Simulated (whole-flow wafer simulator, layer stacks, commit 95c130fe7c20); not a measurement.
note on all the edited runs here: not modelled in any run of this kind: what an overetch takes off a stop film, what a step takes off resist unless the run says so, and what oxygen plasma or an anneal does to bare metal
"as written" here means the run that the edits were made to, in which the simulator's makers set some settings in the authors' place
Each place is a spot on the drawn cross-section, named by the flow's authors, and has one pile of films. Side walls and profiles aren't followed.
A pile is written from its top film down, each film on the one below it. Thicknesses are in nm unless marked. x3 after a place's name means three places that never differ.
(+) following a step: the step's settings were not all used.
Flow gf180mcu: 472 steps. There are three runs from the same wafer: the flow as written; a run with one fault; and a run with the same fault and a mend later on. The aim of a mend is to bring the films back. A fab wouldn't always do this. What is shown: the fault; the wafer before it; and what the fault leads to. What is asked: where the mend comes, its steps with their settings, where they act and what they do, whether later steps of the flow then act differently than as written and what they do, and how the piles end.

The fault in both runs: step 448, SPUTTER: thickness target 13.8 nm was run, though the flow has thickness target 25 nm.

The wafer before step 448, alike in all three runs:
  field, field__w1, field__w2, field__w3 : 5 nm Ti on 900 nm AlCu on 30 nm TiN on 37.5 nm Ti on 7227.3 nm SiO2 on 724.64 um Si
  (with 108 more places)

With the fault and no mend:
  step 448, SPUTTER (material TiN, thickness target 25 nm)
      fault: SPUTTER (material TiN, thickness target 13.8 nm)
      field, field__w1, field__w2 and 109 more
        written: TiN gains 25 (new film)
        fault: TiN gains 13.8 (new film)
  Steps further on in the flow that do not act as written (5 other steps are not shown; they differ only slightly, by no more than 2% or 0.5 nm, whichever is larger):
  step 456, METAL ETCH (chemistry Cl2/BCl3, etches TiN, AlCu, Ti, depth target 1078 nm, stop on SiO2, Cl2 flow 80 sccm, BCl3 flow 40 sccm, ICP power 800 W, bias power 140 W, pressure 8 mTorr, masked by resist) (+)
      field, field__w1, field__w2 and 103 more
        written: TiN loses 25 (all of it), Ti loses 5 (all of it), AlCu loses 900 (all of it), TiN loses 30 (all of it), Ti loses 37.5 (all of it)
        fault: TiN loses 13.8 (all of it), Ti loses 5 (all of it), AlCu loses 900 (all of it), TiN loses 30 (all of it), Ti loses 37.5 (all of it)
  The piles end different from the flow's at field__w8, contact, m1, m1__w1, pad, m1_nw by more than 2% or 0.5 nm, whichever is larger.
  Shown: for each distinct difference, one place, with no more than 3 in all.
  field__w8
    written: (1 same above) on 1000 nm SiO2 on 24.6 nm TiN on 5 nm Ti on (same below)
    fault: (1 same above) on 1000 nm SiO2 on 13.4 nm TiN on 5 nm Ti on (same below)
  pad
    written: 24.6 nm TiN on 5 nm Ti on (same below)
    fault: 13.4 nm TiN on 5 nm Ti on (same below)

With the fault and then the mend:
  After step 448 comes the mend.
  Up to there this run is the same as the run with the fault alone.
  step 448a, SPUTTER (material TiN, thickness target 11.2 nm) (the flow's step 448 again, with other settings)
      field, field__w1, field__w2 and 109 more
        TiN gains 11.2
  Every later step of the flow that is run acts as written at every place that is followed.
  By the end, the piles equal the flow's at every place that both follow.
